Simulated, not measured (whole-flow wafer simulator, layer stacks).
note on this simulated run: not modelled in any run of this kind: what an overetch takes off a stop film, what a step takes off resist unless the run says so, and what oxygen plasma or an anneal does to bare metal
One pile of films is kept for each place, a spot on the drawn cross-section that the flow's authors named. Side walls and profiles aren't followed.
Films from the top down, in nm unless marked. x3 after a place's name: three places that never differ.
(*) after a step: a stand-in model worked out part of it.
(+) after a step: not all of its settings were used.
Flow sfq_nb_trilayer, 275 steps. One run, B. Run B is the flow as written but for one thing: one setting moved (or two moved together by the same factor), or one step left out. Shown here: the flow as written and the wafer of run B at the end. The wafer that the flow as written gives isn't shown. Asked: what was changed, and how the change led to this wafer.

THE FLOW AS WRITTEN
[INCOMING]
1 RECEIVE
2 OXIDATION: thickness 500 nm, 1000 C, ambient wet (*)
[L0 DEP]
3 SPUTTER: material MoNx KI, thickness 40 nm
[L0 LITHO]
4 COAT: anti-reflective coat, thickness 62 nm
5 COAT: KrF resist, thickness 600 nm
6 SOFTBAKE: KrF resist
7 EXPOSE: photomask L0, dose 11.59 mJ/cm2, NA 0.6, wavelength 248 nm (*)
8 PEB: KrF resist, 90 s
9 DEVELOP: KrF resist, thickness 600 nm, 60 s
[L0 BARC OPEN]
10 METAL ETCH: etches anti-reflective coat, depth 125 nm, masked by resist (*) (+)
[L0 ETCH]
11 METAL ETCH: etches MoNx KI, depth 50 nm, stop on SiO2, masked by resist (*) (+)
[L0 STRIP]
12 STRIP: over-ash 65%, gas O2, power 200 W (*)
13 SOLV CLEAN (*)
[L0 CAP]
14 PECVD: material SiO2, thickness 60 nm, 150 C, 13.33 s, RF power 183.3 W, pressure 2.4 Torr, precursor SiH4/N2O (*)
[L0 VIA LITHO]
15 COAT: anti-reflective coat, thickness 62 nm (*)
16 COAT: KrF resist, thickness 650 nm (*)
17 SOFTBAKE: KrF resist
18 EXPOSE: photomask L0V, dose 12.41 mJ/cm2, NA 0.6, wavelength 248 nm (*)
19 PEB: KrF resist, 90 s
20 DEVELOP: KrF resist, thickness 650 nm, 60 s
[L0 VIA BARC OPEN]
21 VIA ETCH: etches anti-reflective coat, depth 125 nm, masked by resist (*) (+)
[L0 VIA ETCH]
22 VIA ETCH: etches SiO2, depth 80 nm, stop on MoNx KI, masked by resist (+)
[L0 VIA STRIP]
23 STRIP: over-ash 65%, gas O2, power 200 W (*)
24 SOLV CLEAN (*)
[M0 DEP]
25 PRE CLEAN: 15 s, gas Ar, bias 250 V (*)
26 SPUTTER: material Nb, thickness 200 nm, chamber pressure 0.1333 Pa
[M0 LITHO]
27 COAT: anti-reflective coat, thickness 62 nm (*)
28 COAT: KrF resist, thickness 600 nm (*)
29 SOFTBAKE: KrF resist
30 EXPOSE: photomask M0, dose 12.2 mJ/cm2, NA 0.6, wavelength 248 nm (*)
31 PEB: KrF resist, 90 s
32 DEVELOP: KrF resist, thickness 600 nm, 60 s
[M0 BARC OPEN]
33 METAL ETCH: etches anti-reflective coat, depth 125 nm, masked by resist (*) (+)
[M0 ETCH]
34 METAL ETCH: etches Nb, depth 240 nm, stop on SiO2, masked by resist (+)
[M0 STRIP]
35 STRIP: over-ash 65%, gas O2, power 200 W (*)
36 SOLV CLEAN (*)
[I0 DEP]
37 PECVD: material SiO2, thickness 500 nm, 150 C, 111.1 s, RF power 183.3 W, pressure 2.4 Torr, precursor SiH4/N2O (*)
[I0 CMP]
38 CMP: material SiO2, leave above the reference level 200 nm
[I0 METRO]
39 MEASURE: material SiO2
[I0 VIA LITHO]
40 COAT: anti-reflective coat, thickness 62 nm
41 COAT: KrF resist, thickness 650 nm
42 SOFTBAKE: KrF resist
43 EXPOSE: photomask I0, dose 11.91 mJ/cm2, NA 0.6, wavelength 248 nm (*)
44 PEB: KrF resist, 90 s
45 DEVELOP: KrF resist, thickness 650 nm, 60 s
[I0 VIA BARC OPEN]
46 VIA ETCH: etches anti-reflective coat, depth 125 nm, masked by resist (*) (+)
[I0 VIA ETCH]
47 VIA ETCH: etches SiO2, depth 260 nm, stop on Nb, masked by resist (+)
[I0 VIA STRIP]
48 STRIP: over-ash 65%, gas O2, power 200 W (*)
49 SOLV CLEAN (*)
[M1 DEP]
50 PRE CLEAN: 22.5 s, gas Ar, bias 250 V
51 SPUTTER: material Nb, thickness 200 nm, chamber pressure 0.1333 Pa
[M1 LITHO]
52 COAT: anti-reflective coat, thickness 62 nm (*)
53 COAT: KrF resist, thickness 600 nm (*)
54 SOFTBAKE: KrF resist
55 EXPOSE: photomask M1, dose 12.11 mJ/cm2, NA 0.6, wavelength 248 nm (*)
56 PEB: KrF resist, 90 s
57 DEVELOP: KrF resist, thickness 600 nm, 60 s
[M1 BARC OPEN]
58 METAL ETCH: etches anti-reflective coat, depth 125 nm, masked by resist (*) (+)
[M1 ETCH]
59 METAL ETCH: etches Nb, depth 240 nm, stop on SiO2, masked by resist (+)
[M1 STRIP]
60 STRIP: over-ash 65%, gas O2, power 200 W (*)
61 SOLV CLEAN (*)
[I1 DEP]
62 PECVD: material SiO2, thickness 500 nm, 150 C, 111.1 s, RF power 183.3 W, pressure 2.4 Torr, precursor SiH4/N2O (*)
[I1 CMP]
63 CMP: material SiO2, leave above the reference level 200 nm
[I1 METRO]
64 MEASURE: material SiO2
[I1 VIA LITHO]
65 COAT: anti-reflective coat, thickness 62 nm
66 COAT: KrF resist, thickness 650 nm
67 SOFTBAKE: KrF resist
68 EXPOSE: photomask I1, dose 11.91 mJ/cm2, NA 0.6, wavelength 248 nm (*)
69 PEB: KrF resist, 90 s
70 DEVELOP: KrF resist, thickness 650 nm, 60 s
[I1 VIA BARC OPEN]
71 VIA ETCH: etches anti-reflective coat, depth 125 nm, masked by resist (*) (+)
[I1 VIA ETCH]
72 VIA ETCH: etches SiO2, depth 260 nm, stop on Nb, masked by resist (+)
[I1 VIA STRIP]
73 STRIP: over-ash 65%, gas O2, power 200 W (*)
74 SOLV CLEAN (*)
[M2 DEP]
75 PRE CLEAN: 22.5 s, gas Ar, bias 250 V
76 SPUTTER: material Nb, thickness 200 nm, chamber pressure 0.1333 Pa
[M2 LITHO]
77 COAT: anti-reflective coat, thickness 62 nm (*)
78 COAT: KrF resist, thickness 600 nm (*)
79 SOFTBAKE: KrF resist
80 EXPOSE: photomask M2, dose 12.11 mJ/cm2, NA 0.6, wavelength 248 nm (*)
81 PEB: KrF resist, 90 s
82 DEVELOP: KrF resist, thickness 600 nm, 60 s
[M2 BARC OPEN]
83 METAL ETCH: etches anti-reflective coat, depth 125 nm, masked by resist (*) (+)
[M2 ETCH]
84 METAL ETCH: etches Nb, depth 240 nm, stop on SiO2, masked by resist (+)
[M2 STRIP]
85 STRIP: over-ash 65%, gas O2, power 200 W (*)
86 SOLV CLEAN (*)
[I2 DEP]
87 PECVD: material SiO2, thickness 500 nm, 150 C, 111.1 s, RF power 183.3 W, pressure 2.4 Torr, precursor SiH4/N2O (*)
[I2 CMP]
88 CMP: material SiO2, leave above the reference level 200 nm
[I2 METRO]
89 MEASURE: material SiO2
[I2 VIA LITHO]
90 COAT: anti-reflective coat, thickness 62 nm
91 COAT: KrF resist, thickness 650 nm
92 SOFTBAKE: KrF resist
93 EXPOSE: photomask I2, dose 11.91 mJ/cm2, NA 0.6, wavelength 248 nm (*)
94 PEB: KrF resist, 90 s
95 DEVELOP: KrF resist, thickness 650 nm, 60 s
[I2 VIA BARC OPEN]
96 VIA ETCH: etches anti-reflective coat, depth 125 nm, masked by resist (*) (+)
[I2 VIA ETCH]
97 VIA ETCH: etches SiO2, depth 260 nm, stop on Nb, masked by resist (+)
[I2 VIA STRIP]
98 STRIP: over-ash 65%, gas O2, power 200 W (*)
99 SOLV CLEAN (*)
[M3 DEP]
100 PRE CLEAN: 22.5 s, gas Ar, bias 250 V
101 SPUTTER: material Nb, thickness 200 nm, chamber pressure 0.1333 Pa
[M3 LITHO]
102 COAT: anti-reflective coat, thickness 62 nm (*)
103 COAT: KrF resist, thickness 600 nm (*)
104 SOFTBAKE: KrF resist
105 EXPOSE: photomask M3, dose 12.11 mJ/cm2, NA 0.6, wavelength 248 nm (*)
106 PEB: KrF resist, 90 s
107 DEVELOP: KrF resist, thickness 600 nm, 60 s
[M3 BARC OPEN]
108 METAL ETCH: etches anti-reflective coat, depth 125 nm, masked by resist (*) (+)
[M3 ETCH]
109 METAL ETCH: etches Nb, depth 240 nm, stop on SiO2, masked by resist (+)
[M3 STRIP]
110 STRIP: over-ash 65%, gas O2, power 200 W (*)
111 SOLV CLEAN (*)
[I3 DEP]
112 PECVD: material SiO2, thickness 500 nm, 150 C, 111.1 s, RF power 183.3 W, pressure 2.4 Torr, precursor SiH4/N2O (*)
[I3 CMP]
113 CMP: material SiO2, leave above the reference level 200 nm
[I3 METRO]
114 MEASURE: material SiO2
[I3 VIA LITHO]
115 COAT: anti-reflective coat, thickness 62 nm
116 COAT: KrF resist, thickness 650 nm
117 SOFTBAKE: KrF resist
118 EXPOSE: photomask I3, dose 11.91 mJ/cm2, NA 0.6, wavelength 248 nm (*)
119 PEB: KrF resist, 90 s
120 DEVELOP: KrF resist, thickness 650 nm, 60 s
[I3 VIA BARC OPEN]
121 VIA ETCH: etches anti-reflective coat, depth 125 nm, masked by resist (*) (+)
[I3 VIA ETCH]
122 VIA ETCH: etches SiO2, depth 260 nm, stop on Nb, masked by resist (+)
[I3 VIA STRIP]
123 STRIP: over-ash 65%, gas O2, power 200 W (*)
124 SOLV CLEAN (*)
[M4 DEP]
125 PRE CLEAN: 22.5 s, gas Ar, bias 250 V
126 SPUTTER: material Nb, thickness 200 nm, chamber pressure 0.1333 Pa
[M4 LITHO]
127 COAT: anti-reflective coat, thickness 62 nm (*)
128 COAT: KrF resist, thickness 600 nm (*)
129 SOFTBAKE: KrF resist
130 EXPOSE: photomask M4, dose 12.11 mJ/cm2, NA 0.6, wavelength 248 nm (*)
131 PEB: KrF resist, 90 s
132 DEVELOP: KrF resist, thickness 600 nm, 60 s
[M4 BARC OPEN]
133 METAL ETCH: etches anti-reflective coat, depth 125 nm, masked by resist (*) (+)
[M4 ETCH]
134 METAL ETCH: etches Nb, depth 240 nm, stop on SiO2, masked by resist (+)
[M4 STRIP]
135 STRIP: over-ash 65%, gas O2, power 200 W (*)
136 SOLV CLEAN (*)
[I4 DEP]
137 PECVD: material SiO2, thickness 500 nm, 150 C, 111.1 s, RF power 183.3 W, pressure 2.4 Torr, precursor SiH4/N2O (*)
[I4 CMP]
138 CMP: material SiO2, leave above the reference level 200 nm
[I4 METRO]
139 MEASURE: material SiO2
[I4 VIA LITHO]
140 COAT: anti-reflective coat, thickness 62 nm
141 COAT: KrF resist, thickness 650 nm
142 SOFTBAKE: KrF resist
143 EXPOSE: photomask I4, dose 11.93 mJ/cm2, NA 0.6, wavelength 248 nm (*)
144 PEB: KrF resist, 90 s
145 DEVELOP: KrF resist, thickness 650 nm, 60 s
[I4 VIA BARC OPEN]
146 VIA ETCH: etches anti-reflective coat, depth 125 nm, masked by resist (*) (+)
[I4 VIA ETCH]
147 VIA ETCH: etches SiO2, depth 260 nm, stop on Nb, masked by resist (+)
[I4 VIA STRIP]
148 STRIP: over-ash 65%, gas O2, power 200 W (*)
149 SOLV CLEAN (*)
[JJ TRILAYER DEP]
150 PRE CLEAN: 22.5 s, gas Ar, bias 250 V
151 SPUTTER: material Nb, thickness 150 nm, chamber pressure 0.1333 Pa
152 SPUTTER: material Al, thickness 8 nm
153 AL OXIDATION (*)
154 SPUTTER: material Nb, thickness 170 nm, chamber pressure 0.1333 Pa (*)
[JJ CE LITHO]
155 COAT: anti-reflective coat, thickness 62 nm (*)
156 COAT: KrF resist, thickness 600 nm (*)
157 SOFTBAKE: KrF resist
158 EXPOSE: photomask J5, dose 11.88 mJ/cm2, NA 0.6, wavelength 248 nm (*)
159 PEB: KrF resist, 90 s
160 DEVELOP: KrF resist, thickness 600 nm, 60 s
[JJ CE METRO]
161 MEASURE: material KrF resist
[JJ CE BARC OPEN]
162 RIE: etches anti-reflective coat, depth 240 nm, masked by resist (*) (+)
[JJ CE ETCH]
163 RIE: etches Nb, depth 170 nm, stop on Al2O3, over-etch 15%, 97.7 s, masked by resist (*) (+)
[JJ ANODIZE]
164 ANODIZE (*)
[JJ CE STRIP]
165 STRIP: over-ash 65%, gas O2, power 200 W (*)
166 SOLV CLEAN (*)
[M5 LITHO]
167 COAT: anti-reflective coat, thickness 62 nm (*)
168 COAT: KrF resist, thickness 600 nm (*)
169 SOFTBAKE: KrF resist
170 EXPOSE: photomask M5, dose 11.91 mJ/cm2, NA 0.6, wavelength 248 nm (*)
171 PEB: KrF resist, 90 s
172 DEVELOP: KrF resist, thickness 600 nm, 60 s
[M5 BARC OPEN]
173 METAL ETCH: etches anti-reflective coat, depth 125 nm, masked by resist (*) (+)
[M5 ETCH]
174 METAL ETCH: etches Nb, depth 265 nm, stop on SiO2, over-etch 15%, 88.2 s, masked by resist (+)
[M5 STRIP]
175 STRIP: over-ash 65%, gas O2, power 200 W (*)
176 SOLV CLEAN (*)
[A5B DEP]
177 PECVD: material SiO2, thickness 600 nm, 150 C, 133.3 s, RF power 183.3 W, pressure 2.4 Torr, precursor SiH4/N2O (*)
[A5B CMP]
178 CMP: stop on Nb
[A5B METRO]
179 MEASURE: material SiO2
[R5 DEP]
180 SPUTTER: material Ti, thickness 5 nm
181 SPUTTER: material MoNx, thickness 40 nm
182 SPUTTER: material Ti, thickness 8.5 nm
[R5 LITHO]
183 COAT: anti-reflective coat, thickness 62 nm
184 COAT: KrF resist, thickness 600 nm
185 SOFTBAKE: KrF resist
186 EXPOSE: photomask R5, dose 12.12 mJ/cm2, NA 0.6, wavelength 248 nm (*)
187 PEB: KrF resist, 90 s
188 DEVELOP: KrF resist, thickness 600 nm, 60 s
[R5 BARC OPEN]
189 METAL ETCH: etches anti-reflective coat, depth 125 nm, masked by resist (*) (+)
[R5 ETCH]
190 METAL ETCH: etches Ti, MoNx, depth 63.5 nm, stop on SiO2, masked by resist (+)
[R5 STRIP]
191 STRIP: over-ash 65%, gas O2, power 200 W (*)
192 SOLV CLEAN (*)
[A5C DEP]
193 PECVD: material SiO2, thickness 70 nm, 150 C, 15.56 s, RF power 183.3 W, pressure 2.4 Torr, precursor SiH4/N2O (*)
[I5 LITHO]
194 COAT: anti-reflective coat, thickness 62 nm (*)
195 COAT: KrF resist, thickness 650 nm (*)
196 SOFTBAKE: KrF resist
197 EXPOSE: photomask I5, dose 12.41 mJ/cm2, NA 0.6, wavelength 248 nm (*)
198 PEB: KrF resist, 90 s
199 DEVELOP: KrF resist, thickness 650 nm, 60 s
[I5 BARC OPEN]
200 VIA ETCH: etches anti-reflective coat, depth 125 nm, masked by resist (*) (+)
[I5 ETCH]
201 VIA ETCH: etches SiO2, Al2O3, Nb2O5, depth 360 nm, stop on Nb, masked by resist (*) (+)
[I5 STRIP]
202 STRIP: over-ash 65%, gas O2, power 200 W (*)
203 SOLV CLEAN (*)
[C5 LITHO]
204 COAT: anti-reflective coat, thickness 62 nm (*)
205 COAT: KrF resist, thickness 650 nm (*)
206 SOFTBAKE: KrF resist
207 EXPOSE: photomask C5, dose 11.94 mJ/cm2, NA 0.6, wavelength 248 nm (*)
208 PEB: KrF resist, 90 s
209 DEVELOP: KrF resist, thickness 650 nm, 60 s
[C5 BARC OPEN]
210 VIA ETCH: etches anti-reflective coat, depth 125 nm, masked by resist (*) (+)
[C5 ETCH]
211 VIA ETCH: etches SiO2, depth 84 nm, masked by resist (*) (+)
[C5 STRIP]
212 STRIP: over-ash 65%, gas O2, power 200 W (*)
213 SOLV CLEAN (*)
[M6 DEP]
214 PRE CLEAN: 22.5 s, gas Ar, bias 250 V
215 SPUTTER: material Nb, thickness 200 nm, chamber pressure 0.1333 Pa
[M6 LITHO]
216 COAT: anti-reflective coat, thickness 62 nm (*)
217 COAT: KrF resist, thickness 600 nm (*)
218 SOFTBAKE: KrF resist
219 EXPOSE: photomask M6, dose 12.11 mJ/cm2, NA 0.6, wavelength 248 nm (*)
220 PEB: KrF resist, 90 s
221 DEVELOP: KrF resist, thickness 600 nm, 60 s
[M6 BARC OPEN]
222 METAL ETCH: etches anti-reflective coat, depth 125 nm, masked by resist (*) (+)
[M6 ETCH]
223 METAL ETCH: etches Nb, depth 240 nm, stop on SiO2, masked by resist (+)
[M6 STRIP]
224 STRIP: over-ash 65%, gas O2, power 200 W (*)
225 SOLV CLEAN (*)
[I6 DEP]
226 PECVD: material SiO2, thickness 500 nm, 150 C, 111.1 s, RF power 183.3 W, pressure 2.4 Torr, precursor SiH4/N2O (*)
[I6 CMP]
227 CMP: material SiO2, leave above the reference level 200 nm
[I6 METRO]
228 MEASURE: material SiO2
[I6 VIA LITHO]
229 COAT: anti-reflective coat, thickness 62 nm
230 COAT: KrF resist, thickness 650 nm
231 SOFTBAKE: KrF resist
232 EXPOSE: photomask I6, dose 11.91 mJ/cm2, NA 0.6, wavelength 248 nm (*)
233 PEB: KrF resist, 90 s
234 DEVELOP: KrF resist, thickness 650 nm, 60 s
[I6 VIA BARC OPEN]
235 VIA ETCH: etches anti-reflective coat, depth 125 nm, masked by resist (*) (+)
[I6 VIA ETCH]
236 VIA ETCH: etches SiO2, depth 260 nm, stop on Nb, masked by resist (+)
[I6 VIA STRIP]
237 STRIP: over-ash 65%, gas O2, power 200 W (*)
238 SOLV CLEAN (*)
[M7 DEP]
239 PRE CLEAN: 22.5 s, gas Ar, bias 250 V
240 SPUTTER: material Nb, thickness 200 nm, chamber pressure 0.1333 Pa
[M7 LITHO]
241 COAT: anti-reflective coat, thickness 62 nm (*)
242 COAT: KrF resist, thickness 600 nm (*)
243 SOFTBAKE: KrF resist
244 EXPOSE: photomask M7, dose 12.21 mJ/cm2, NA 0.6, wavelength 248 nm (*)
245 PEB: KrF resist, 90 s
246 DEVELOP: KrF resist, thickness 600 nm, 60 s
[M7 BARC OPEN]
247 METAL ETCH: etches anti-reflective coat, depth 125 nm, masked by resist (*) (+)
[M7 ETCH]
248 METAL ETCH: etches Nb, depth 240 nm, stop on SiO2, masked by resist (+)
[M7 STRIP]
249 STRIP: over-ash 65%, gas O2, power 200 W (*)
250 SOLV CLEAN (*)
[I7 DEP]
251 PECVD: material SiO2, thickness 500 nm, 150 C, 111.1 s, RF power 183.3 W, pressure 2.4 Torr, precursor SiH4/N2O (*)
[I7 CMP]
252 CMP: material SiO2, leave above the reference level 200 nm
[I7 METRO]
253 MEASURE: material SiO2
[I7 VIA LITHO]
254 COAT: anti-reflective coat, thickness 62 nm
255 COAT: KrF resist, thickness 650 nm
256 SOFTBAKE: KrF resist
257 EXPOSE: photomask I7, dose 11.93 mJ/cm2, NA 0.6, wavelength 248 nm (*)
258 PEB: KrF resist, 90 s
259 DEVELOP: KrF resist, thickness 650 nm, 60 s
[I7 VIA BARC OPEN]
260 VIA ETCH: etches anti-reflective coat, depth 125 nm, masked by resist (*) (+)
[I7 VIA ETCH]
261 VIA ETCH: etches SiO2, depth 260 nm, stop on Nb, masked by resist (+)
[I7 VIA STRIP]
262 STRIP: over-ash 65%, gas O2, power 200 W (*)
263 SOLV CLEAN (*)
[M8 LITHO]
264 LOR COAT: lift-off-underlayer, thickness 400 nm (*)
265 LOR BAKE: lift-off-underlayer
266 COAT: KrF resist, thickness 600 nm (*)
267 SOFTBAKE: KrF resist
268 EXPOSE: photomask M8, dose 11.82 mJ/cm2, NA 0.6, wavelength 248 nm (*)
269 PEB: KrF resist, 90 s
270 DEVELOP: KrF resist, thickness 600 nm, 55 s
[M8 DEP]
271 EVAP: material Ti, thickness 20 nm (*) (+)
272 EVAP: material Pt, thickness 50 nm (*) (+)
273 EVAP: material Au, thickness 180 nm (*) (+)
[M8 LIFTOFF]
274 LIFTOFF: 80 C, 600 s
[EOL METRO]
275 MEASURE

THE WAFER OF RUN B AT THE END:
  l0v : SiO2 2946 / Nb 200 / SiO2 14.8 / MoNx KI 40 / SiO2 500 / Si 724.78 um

The cause: step 22, VIA ETCH: depth 40 nm was run, where the flow has depth 80 nm.

How the change led to this, step by step:
  22 VIA ETCH: etches SiO2, depth 80 nm, stop on MoNx KI, masked by resist (+)
      l0v: SiO2 -40 (as written it would be: SiO2 -59.8 (all of it))
      field_l, v_sur, via_wl and 102 more: KrF resist -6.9 (as written it would be: KrF resist -13.8)
  25 PRE CLEAN: 15 s, gas Ar, bias 250 V (*)
      l0v: SiO2 -5 (as written it would be: MoNx KI -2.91)
  26 SPUTTER: material Nb, thickness 200 nm, chamber pressure 0.1333 Pa
      l0v: Nb +200 (new film) (as written it would be: Nb +195.7 (new film))
  27 COAT: anti-reflective coat, thickness 62 nm (*)
      l0_sur: anti-reflective coat +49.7 (new film) (as written it would be: anti-reflective coat +47.5 (new film))
      l0v: anti-reflective coat +72.3 (new film) (as written it would be: anti-reflective coat +78 (new film))
  35 STRIP: over-ash 65%, gas O2, power 200 W (*)
      l0_sur: KrF resist -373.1 (all of it), anti-reflective coat -49.7 (all of it) (as written it would be: KrF resist -372 (all of it), anti-reflective coat -47.5 (all of it))
      l0v: KrF resist -393.5 (all of it), anti-reflective coat -72.3 (all of it) (as written it would be: KrF resist -405.3 (all of it), anti-reflective coat -78 (all of it))
  38 CMP: material SiO2, leave above the reference level 200 nm
      l0v: SiO2 -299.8 (as written it would be: SiO2 -277.8)
Counting metal films that touch as one body, l0v has 2 bodies (between them, from the top down: SiO2 14.8); the flow as written gives 1 body.
